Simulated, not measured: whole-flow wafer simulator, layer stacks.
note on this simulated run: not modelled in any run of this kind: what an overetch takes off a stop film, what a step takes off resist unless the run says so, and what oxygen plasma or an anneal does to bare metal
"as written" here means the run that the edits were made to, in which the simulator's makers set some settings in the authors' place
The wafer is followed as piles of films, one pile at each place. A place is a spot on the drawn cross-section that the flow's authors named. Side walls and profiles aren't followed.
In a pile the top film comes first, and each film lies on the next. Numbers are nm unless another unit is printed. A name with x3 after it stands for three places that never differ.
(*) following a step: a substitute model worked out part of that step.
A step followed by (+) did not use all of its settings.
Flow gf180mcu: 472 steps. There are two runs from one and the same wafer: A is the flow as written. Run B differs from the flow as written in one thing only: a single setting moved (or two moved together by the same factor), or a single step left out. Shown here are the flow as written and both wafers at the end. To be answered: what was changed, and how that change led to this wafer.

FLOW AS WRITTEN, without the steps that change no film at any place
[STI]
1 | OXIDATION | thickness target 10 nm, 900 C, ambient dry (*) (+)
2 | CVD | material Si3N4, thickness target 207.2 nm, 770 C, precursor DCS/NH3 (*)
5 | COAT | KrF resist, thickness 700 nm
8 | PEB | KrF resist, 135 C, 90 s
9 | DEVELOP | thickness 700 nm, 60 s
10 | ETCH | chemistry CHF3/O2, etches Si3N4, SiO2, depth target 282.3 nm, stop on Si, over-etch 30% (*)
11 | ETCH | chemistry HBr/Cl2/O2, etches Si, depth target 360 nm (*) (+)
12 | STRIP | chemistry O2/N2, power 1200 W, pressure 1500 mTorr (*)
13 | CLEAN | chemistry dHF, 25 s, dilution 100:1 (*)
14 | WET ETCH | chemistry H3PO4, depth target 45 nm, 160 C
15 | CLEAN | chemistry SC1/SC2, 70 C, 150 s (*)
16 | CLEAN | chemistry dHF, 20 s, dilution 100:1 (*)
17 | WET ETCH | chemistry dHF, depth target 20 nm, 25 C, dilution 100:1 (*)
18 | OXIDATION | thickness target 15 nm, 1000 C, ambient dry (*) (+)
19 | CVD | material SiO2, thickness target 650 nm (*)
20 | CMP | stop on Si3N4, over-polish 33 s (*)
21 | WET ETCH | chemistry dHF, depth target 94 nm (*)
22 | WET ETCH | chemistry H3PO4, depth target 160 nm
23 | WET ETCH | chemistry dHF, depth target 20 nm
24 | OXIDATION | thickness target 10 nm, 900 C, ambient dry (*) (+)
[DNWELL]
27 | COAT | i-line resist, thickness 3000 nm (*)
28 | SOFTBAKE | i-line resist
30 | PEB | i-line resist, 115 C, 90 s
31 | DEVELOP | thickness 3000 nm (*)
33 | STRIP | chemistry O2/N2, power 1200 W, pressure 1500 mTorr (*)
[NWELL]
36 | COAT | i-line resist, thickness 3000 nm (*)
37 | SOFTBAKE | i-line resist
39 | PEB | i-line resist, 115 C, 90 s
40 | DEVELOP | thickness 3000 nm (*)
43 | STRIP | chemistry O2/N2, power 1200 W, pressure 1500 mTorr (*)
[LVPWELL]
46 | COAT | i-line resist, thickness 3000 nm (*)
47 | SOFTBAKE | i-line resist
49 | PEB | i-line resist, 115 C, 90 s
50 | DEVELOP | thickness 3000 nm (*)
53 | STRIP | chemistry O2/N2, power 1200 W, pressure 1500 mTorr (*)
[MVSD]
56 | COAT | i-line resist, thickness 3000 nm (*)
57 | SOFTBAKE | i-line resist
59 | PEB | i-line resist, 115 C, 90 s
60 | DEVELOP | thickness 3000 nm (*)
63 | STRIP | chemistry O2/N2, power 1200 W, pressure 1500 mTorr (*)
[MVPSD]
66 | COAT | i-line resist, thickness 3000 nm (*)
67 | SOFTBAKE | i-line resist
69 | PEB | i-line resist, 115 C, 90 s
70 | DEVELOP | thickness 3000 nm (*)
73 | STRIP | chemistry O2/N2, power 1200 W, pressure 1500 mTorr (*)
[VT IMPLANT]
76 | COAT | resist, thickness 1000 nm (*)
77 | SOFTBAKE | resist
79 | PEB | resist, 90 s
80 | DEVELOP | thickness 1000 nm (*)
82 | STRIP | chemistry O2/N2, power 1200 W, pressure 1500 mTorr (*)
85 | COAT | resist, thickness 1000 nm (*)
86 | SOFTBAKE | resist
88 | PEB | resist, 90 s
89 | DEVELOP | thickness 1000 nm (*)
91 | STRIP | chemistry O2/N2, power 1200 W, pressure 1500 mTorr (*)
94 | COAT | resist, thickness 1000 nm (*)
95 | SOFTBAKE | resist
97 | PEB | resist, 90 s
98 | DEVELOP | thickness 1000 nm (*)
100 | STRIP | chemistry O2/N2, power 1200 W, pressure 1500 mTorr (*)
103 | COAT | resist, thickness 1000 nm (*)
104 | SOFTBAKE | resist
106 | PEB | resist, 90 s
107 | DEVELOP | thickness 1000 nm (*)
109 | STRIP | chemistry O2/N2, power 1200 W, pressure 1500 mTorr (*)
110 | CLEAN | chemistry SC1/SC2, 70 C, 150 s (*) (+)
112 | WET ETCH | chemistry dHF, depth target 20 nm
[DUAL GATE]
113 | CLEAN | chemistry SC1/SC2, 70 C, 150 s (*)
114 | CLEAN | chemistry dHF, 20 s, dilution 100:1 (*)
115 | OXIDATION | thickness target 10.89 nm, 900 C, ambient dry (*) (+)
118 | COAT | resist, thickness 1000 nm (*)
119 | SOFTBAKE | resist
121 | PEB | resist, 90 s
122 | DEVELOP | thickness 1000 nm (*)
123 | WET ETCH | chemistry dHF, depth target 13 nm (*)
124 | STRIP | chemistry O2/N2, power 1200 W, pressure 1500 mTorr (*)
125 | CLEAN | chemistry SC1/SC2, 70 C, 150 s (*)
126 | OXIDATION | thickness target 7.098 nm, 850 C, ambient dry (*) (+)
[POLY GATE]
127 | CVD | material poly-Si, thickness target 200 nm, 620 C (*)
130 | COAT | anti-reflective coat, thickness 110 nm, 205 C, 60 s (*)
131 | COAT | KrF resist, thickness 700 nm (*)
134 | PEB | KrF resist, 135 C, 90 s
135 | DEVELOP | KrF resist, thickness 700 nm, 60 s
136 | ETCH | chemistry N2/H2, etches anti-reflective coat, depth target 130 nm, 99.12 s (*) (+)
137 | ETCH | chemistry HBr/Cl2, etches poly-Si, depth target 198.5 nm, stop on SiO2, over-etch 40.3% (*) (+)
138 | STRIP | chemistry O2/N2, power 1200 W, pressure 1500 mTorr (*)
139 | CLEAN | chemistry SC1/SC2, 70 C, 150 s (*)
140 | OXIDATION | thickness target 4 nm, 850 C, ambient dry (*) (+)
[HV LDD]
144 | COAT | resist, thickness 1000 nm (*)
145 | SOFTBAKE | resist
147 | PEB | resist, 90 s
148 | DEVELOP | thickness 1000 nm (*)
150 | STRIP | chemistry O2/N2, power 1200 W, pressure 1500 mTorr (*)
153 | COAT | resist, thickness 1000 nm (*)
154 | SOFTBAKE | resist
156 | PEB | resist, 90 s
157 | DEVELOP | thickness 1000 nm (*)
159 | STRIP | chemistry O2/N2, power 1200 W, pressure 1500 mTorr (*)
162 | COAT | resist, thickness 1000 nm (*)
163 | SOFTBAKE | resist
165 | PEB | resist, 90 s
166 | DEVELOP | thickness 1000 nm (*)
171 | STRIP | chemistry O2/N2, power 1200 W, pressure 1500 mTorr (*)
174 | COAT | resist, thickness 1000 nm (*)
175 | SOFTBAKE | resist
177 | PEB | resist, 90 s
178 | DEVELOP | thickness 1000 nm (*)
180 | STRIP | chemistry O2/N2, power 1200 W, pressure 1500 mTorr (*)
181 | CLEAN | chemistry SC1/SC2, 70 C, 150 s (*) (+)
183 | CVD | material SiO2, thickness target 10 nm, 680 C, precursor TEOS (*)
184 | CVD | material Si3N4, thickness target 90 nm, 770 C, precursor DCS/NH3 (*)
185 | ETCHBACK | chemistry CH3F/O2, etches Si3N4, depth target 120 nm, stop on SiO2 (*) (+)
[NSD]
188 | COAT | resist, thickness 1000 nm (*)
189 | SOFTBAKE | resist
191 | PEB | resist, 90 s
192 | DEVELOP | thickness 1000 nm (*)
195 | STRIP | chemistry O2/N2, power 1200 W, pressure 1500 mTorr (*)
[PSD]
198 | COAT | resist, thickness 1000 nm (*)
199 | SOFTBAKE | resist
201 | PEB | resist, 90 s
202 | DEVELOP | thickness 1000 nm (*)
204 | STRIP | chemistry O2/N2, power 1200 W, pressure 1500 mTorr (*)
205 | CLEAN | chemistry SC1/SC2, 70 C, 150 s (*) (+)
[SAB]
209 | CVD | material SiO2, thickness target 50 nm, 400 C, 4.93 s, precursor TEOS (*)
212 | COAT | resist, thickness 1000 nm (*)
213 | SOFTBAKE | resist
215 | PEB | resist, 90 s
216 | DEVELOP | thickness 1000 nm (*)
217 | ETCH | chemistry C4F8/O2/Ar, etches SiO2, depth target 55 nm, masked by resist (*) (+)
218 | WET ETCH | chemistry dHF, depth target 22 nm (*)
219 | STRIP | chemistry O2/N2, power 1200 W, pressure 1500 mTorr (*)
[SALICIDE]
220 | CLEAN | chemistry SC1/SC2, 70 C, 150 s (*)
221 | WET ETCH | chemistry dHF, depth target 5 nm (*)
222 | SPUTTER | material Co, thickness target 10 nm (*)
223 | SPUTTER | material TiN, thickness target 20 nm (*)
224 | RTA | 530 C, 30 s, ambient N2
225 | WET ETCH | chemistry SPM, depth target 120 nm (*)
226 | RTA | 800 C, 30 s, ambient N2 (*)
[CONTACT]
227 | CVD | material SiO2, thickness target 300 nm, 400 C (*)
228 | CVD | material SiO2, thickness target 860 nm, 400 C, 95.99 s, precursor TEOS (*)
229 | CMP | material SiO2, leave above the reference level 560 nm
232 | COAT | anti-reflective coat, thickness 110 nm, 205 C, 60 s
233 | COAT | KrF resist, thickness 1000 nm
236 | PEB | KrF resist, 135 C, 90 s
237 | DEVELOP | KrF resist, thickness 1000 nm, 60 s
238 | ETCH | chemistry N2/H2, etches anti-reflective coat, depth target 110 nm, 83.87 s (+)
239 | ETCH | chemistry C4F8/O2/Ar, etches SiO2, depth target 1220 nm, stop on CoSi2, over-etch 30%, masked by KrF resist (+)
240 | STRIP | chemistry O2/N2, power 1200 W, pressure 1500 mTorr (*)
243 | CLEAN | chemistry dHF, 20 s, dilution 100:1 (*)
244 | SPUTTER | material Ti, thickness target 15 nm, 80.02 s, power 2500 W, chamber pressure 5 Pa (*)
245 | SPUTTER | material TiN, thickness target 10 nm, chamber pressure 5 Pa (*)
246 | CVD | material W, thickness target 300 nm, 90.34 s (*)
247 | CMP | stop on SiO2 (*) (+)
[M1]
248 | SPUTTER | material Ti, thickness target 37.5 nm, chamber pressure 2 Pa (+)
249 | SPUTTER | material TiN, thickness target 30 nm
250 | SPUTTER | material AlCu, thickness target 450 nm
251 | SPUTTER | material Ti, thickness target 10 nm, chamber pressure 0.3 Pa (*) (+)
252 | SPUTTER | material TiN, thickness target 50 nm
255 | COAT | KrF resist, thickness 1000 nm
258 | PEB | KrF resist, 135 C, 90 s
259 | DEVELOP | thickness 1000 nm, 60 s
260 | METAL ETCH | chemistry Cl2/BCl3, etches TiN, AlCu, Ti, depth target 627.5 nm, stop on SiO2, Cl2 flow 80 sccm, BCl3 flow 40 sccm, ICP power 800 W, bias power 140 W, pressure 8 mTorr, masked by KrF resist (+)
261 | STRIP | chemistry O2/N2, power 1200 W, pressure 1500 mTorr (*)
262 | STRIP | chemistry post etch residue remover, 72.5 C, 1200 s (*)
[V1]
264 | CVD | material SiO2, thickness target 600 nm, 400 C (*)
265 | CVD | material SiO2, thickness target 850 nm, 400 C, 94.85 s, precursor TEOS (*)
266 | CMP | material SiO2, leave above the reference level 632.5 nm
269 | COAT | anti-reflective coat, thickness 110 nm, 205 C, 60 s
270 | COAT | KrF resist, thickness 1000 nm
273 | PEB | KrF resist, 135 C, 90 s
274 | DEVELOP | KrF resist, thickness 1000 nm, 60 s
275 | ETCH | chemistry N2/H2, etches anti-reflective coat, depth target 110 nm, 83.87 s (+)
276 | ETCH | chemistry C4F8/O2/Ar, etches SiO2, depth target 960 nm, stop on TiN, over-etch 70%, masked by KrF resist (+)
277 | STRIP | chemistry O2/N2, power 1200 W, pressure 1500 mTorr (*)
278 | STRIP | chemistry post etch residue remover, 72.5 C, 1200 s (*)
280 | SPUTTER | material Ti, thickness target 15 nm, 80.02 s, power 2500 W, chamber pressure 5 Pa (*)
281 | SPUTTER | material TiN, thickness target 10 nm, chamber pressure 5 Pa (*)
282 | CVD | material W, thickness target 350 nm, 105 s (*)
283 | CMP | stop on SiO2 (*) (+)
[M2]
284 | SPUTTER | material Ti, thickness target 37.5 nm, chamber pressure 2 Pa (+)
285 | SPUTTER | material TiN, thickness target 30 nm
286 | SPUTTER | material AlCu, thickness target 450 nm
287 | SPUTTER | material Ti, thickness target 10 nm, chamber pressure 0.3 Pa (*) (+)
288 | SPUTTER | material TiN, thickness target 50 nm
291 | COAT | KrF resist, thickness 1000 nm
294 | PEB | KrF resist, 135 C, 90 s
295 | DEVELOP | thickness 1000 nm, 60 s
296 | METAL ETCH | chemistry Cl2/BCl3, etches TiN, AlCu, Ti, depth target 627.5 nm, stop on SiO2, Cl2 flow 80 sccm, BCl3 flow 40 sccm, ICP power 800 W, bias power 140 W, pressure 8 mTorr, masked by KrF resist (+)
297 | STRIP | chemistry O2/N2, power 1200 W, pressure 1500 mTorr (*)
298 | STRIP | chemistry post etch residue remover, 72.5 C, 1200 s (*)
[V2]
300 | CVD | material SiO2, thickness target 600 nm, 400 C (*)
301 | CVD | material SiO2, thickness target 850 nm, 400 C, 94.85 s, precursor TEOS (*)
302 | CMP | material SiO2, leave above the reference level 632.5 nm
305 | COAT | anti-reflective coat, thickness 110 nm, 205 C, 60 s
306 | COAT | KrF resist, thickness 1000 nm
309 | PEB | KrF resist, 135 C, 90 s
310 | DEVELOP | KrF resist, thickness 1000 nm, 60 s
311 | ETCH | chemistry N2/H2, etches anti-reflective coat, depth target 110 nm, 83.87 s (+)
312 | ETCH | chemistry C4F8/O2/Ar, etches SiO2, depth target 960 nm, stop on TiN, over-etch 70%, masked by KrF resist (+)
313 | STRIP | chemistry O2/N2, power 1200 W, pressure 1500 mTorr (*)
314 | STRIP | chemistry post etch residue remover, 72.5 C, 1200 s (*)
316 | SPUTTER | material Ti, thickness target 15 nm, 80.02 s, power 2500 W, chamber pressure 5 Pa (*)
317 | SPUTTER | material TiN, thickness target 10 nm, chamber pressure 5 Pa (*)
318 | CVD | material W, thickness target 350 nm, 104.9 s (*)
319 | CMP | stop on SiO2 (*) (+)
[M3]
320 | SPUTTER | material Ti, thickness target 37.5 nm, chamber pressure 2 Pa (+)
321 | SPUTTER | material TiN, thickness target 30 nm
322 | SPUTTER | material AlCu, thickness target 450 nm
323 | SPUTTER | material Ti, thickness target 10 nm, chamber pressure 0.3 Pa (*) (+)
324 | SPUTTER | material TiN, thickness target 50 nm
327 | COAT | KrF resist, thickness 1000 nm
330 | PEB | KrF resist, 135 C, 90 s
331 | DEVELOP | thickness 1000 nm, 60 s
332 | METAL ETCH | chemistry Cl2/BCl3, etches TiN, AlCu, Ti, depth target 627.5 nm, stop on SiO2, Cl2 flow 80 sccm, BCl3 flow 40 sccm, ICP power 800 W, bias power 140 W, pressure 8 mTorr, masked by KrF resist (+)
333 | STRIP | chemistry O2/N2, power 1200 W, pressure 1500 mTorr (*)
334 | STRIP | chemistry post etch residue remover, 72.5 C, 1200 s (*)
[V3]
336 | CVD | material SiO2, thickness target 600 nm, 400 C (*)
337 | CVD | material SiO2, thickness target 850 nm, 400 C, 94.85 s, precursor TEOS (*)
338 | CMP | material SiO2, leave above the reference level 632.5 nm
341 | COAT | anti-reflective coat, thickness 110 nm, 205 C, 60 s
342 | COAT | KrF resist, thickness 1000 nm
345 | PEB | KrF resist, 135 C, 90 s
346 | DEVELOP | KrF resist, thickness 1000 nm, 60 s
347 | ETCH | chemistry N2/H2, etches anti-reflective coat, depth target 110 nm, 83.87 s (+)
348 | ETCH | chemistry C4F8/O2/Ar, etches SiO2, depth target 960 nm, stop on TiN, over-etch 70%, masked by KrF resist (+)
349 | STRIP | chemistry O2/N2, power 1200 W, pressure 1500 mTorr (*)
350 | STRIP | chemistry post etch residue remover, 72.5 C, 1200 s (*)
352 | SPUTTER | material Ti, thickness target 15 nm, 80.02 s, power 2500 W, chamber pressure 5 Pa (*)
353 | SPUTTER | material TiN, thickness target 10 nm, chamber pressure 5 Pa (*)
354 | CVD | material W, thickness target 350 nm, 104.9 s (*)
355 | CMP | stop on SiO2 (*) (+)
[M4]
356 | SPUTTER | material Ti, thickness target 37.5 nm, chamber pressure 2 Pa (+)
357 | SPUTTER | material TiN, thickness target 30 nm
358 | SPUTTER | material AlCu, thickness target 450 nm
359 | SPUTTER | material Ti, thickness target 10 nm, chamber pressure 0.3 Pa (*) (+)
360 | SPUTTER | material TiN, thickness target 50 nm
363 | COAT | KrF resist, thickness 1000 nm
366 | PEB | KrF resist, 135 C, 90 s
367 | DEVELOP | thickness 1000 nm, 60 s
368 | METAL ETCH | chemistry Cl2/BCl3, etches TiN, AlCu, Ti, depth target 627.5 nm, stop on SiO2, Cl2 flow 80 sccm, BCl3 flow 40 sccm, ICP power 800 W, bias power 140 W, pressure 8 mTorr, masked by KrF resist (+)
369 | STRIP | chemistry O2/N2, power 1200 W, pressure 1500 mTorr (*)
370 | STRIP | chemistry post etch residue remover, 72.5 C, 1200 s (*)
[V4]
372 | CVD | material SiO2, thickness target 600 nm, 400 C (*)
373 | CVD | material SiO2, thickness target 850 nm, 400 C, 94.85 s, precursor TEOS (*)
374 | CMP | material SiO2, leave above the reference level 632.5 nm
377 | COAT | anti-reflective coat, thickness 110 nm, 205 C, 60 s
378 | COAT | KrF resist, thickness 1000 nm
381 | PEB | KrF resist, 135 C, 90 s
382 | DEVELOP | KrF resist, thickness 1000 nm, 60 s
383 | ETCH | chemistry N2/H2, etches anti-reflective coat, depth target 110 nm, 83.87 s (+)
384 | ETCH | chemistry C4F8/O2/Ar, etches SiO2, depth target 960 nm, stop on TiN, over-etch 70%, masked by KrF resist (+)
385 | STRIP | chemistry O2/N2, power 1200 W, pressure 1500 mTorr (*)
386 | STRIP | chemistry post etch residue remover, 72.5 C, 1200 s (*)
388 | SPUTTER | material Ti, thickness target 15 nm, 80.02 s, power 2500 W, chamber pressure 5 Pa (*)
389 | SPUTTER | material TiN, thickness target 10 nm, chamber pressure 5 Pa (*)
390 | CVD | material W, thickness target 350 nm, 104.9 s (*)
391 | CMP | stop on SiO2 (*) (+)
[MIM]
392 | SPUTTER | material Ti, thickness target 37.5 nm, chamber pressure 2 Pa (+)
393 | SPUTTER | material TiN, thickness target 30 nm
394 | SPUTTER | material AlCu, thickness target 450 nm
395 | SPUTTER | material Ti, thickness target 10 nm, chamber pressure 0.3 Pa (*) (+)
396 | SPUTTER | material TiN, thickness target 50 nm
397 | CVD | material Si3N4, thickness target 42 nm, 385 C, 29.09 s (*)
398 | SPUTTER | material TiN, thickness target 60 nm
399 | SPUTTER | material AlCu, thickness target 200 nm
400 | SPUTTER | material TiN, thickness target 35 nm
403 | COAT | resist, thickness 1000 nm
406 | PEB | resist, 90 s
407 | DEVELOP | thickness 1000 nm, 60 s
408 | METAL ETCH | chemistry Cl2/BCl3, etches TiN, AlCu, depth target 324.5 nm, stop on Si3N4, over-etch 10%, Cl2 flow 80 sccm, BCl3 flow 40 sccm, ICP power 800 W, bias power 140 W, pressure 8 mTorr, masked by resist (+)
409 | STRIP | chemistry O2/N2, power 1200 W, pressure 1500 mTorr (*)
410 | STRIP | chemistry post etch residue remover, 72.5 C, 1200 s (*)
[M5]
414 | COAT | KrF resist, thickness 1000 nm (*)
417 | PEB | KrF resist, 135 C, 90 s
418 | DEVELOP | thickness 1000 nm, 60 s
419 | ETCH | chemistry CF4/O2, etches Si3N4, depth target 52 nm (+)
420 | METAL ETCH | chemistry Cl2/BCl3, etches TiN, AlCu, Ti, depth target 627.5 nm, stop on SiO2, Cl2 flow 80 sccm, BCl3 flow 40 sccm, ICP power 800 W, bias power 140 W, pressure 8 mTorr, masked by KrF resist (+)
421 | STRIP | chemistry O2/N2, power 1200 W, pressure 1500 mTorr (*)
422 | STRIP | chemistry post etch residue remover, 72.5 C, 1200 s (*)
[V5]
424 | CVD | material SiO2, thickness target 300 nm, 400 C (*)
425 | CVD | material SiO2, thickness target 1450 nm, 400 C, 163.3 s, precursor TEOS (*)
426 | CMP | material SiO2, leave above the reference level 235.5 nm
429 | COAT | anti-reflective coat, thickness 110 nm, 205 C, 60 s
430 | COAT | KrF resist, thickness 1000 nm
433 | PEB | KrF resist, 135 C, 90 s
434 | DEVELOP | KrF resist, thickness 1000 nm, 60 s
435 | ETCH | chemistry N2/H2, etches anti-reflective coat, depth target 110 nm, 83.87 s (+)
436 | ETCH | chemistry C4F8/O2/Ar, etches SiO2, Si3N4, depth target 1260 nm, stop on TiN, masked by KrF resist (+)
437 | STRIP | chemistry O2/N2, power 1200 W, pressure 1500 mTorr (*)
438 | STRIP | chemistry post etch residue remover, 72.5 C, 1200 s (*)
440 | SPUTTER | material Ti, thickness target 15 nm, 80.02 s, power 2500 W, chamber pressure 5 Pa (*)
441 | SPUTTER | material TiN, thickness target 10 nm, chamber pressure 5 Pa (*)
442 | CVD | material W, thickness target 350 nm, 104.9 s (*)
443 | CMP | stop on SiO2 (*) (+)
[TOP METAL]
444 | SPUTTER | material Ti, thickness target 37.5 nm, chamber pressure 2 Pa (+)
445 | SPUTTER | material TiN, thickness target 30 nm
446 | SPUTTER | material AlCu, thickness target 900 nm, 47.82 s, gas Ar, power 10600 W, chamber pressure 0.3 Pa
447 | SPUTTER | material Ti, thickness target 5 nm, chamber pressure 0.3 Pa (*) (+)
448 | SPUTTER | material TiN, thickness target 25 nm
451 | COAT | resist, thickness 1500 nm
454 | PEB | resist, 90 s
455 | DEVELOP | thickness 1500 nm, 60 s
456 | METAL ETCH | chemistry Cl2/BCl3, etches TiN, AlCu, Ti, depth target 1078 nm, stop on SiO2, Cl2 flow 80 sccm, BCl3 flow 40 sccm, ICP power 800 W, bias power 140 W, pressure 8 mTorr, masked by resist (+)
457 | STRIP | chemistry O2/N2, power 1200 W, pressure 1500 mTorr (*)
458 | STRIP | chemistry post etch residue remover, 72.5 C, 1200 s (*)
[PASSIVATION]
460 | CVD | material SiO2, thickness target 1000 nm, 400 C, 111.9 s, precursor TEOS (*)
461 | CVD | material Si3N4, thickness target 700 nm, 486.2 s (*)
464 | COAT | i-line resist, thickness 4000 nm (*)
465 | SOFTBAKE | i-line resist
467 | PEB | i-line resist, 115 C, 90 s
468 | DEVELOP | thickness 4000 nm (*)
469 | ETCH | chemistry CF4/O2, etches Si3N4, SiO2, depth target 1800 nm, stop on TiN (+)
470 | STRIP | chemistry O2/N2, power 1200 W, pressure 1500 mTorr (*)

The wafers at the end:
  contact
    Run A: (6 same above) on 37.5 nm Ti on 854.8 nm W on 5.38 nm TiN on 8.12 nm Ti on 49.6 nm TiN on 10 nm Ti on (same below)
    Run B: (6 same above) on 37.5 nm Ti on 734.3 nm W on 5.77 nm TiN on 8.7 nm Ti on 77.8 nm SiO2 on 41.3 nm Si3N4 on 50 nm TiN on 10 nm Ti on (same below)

What caused this: step 436, ETCH: depth target 751.7 nm was run, whereas the flow has depth target 1260 nm.

Step by step, how the change led to this:
  436 | ETCH | chemistry C4F8/O2/Ar, etches SiO2, Si3N4, depth target 1260 nm, stop on TiN, masked by KrF resist (+)
      contact: A SiO2 loses 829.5 (all of it), Si3N4 loses 41.3 (all of it) | B SiO2 loses 751.7
      field, field__w1, field__w2 and 108 more: A KrF resist loses 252 | B KrF resist loses 150.3
  437 | STRIP | chemistry O2/N2, power 1200 W, pressure 1500 mTorr (*)
      field, field__w1, field__w2 and 108 more: A KrF resist loses 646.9 (all of it), anti-reflective coat loses 110 (all of it) | B KrF resist loses 748.6 (all of it), anti-reflective coat loses 110 (all of it)
  440 | SPUTTER | material Ti, thickness target 15 nm, 80.02 s, power 2500 W, chamber pressure 5 Pa (*)
      contact: A Ti gains 8.12 (new film) | B Ti gains 8.7 (new film)
  442 | CVD | material W, thickness target 350 nm, 104.9 s (*)
      contact: A W gains 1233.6 (new film) | B W gains 1113.1 (new film)
If metal films that touch count as one body, contact has 2 bodies (between them, from the top down: SiO2 77.8 / Si3N4 41.3); the flow as written gives 1 body.
